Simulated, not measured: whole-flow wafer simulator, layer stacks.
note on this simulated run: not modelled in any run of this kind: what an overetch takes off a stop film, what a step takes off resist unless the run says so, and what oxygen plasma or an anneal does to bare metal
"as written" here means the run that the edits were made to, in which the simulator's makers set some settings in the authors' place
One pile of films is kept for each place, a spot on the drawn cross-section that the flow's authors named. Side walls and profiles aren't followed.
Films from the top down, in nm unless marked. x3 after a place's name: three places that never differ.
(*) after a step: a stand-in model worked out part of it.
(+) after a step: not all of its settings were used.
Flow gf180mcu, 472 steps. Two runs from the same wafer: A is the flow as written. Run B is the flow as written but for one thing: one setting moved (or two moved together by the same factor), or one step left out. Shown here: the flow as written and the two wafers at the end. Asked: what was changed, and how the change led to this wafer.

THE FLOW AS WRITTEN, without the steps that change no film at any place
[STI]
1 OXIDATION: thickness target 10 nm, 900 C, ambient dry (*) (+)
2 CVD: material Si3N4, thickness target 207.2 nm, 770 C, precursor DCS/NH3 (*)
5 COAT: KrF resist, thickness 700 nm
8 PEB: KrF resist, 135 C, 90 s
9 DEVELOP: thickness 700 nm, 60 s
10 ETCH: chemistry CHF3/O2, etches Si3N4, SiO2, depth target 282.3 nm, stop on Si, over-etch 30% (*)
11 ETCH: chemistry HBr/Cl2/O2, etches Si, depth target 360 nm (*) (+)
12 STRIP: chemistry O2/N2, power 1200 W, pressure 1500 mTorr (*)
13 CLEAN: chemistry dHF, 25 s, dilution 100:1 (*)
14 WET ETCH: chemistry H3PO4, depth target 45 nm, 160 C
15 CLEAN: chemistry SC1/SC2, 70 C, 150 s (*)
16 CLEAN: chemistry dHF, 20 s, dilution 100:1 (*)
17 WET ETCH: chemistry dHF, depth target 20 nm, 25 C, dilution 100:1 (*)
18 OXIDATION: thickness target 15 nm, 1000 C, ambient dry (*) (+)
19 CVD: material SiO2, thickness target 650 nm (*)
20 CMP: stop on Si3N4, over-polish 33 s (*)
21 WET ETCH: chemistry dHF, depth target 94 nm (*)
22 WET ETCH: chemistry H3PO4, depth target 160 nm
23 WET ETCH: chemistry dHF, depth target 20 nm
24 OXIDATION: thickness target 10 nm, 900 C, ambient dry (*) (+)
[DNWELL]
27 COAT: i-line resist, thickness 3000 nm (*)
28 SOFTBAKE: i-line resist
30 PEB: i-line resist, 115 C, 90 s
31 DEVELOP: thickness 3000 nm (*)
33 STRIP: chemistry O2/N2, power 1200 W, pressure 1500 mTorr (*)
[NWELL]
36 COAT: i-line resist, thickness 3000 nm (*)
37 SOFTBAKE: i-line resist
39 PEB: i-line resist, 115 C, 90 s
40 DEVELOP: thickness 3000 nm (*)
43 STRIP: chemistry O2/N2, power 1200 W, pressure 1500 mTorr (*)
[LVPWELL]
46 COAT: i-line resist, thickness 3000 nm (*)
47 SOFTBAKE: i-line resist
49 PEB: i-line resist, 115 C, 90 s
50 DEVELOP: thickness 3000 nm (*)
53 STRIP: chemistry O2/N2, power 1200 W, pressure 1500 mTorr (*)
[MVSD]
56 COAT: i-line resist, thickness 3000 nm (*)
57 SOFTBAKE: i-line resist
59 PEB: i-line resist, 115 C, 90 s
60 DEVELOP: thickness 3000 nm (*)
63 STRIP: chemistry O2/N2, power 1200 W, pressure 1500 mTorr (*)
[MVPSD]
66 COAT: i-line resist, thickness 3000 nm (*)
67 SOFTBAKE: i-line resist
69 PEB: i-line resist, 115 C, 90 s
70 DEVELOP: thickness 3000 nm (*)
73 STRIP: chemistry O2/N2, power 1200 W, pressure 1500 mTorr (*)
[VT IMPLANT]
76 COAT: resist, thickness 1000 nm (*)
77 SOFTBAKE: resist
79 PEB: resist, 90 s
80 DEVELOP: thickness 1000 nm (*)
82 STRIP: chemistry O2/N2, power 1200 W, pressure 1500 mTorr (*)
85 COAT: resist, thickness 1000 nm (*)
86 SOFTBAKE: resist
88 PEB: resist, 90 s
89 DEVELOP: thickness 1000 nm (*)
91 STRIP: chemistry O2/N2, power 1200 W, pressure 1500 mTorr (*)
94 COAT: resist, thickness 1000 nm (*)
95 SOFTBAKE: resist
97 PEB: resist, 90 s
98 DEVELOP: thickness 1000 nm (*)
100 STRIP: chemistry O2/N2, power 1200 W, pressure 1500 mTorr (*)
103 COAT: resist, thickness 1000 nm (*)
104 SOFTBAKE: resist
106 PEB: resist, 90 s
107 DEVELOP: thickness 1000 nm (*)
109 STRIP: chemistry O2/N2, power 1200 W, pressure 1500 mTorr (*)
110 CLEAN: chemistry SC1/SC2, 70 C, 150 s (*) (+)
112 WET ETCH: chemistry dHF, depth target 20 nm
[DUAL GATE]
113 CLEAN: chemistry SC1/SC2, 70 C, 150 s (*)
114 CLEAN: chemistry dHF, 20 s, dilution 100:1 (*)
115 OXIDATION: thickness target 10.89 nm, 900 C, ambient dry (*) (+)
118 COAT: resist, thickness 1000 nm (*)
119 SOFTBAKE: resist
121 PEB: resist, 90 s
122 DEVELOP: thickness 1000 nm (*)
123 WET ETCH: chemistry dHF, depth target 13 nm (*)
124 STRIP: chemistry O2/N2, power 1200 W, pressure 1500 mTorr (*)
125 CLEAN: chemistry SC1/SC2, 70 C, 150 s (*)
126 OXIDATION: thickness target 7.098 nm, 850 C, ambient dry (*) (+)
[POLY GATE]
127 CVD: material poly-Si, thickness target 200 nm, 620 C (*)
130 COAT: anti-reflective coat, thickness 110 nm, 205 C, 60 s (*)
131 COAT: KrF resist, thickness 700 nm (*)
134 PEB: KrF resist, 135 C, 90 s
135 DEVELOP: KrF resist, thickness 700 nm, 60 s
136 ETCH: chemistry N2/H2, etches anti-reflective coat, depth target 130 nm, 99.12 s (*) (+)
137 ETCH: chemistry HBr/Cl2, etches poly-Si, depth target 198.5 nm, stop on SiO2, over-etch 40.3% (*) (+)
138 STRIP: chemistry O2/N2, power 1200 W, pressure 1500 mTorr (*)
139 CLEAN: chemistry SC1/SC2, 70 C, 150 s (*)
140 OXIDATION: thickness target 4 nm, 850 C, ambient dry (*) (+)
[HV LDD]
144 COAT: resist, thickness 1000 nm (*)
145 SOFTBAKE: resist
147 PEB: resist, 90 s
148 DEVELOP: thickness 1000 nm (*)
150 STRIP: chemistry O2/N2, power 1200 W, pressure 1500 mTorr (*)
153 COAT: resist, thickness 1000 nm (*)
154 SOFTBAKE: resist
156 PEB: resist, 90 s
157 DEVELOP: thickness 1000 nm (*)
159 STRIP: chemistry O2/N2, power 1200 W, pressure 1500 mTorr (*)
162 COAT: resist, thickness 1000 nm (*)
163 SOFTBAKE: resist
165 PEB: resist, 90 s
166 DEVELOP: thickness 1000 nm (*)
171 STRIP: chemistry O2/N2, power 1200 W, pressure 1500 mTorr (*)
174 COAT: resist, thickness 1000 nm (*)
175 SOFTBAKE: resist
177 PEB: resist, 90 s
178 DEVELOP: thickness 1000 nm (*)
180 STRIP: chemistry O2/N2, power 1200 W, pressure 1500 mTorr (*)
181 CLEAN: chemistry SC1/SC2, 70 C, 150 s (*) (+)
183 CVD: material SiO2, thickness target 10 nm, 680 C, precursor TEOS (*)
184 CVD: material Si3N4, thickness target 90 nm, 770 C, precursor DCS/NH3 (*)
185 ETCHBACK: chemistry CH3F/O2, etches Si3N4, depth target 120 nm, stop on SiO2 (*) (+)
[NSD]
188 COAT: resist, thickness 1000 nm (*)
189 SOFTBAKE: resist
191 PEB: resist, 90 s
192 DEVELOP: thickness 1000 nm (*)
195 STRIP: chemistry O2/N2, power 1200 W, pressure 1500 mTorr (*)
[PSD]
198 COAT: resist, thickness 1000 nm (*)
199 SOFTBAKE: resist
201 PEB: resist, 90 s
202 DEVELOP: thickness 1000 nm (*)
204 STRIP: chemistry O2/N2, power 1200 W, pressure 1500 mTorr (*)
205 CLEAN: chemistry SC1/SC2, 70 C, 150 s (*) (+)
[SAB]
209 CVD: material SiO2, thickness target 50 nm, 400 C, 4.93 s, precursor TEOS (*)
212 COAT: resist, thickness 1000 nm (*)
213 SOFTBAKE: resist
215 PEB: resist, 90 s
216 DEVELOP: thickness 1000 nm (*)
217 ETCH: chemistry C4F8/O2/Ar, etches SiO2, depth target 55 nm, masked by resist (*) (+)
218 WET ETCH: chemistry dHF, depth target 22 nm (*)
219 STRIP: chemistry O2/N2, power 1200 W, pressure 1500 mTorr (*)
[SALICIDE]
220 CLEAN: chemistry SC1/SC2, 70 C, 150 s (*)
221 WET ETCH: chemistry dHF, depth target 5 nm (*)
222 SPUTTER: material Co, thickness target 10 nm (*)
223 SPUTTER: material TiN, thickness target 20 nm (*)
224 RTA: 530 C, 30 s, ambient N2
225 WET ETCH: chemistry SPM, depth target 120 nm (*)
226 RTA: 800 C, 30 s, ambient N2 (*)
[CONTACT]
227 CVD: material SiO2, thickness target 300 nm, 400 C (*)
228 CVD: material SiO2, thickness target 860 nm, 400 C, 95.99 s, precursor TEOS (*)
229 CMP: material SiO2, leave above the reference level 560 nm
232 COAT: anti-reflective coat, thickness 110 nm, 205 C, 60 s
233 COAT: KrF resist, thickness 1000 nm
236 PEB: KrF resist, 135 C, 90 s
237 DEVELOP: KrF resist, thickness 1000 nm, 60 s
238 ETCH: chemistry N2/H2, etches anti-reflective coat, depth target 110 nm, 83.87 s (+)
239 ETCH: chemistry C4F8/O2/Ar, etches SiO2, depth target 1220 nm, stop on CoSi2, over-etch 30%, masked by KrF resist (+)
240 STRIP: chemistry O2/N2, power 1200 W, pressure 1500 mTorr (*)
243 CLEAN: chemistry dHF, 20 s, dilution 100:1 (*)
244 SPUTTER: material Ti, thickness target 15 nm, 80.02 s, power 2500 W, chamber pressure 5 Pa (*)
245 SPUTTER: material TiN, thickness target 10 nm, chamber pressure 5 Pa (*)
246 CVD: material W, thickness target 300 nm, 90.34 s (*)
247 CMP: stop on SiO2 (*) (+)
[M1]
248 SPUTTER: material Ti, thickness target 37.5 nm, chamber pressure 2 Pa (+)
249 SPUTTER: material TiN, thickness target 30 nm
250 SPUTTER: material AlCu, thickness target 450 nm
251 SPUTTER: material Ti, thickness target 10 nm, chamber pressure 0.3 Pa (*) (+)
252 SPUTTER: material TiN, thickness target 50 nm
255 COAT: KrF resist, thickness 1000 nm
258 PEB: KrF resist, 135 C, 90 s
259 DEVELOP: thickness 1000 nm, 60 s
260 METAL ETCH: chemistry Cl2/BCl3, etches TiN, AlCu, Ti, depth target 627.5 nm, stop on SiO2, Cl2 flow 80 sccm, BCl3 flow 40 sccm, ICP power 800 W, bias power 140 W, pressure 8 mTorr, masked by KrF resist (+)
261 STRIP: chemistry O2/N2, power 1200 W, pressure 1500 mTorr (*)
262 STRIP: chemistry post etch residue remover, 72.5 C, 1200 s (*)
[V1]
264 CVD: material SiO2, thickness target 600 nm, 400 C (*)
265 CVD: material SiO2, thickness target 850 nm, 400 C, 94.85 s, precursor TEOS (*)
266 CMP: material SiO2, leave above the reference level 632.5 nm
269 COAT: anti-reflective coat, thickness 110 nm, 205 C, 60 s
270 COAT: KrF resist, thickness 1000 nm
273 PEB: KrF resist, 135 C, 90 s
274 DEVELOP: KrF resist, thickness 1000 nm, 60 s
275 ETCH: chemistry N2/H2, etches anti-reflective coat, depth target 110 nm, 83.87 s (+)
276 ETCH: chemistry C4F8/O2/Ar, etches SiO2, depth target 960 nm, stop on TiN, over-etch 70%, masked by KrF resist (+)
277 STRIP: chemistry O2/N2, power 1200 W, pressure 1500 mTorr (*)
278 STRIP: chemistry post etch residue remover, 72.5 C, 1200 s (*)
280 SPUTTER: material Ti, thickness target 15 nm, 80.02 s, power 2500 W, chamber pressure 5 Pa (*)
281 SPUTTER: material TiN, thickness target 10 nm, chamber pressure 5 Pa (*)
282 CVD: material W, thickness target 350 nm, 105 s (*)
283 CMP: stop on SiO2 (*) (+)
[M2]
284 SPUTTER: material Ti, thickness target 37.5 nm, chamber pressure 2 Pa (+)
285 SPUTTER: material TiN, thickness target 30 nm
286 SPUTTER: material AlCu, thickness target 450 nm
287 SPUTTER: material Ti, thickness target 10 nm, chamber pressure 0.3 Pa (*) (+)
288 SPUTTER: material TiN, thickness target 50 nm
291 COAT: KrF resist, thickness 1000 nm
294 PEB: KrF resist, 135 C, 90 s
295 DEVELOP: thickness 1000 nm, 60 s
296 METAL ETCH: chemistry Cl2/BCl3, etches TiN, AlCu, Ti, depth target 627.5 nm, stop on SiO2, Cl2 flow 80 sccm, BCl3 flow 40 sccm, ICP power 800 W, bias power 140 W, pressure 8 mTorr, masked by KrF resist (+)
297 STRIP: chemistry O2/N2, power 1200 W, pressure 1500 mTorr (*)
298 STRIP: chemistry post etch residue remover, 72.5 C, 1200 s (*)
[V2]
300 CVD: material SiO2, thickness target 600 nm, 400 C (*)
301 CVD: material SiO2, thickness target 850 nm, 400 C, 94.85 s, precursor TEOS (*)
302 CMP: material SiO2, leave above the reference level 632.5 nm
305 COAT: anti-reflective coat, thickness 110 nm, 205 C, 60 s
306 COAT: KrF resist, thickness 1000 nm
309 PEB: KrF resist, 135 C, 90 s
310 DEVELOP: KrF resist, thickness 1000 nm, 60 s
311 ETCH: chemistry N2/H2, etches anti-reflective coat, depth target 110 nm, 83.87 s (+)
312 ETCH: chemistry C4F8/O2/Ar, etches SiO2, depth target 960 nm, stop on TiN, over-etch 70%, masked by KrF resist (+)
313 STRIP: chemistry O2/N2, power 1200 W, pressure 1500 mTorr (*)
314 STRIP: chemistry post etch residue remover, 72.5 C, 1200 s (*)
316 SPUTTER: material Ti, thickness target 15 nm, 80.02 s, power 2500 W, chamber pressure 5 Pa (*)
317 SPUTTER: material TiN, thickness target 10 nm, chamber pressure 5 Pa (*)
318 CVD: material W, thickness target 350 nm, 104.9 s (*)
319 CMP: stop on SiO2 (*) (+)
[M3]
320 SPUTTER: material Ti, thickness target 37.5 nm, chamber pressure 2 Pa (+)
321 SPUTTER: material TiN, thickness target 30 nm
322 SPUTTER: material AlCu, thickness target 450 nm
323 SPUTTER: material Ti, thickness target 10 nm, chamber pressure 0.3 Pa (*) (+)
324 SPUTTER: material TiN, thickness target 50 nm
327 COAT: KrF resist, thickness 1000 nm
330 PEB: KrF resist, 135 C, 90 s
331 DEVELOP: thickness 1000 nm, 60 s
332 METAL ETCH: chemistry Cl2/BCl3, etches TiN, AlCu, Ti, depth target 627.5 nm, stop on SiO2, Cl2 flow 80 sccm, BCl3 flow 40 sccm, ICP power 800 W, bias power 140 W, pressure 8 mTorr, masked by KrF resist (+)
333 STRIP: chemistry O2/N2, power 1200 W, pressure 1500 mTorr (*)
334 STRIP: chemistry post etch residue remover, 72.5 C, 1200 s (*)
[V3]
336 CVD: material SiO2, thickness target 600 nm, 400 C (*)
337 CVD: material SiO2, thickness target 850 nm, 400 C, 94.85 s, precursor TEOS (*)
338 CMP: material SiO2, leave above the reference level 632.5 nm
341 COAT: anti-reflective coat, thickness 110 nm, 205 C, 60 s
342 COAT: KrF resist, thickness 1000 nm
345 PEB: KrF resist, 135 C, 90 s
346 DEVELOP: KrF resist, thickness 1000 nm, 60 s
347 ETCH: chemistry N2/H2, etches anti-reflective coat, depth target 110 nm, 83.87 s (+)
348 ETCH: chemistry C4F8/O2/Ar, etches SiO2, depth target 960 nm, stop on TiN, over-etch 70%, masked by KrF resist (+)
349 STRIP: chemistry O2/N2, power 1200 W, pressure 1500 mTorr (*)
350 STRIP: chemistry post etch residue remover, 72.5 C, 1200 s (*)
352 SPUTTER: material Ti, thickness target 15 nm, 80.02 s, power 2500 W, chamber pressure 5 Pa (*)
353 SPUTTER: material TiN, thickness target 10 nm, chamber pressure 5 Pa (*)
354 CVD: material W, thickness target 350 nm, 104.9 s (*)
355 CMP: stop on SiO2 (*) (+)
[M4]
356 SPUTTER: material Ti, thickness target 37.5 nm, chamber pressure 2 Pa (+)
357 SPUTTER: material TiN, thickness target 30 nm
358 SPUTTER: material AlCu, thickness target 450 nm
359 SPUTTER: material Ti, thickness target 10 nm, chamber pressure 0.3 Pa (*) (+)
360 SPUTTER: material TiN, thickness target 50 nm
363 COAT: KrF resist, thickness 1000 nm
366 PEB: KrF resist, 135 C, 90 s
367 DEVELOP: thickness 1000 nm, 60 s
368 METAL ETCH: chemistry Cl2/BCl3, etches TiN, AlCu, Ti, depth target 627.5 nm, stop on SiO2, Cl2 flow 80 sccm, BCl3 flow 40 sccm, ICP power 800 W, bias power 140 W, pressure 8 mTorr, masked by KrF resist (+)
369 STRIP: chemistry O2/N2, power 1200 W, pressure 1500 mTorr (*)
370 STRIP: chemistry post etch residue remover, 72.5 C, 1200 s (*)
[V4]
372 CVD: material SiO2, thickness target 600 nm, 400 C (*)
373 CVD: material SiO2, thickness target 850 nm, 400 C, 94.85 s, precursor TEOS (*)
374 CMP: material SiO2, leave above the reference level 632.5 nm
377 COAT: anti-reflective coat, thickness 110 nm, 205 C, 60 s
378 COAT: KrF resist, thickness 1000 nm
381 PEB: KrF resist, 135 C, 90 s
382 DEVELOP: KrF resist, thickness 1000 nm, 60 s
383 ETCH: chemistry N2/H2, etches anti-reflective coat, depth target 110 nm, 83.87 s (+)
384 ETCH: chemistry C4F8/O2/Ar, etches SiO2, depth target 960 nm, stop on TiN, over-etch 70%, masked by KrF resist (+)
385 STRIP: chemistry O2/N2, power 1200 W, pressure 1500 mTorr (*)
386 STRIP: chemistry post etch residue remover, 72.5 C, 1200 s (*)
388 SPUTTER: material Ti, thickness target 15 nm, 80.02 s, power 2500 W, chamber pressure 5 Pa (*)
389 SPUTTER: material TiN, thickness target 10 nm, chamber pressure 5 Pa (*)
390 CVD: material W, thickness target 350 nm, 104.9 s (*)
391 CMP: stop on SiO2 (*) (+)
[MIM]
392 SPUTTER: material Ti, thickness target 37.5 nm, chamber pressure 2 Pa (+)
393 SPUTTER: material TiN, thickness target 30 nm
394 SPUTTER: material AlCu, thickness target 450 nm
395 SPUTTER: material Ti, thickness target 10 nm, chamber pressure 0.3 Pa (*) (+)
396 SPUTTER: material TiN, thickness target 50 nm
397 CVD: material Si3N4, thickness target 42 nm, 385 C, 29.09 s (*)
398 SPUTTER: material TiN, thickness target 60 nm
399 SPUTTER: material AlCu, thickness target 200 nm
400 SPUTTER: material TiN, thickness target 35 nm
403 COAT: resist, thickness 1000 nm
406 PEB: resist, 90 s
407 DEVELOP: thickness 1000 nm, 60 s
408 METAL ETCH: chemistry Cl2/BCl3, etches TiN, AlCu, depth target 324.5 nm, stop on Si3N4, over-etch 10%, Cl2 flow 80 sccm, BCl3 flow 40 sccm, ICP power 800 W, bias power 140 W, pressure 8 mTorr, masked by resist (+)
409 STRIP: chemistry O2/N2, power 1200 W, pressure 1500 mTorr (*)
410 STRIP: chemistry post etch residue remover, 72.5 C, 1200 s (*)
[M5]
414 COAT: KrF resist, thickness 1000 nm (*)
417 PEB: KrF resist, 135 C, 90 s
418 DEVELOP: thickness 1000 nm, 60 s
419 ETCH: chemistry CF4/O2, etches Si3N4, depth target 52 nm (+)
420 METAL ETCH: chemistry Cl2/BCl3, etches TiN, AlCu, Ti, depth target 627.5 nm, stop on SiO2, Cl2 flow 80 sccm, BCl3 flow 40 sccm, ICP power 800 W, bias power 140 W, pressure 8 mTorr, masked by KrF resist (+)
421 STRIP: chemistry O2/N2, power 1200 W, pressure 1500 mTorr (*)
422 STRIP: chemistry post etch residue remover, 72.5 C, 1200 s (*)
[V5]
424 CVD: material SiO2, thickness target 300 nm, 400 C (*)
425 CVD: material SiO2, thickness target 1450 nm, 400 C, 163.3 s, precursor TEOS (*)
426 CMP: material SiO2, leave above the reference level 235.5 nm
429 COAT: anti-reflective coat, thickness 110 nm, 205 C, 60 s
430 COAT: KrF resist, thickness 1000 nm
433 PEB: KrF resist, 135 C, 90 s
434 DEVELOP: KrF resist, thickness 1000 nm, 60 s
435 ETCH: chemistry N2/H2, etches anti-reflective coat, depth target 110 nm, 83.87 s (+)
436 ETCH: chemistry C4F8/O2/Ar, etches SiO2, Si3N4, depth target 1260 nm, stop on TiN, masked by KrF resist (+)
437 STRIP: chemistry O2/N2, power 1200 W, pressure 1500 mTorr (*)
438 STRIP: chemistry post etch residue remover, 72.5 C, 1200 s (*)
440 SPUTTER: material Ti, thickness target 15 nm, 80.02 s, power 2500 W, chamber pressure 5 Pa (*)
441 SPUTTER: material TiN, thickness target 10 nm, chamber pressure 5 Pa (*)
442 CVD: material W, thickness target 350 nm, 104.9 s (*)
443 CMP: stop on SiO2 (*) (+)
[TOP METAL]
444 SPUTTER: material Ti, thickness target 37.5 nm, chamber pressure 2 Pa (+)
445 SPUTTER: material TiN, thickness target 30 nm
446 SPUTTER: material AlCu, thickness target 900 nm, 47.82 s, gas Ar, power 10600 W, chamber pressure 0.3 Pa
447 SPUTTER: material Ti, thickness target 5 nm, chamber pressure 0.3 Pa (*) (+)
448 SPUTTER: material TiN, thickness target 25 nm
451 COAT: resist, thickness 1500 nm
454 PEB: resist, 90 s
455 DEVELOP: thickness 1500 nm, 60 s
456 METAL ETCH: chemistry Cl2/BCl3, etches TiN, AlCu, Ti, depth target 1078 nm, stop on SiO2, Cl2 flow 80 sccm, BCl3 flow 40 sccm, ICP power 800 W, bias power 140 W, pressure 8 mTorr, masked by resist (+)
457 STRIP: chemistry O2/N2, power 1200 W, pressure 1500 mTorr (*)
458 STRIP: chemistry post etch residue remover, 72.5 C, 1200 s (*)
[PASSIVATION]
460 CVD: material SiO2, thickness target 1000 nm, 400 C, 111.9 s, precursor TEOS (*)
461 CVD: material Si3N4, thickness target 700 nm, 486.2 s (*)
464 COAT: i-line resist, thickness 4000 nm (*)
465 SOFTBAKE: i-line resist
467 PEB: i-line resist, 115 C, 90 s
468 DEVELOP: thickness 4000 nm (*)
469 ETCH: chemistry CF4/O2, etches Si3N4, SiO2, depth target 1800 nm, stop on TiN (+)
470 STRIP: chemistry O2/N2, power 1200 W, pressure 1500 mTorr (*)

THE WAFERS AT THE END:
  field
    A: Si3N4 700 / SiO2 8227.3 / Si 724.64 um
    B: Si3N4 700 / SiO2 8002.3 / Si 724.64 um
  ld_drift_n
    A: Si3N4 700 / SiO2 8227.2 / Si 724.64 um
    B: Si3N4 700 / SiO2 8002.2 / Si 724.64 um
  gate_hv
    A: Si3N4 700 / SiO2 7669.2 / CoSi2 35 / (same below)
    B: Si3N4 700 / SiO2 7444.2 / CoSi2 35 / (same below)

The cause: step 250, SPUTTER: thickness target 225 nm was run, where the flow has thickness target 450 nm.

How the change led to this, step by step:
  250 SPUTTER: material AlCu, thickness target 450 nm
      field, field__w1, field__w2 and 108 more: A AlCu +450 (new film) | B AlCu +225 (new film)
  260 METAL ETCH: chemistry Cl2/BCl3, etches TiN, AlCu, Ti, depth target 627.5 nm, stop on SiO2, Cl2 flow 80 sccm, BCl3 flow 40 sccm, ICP power 800 W, bias power 140 W, pressure 8 mTorr, masked by KrF resist (+)
      field, field__w1, field__w2 and 99 more: A TiN -50 (all of it), Ti -10 (all of it), AlCu -450 (all of it), TiN -30 (all of it), Ti -37.5 (all of it) | B TiN -50 (all of it), Ti -10 (all of it), AlCu -225 (all of it), TiN -30 (all of it), Ti -37.5 (all of it)
      field__w8, contact, m1 and 6 more: A KrF resist -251 | B KrF resist -211.5
  261 STRIP: chemistry O2/N2, power 1200 W, pressure 1500 mTorr (*)
      field__w8, contact, m1 and 6 more: A KrF resist -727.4 (all of it) | B KrF resist -766.9 (all of it)
  266 CMP: material SiO2, leave above the reference level 632.5 nm
      field, field__w1, field__w2 and 99 more: A SiO2 -300 | B SiO2 -525
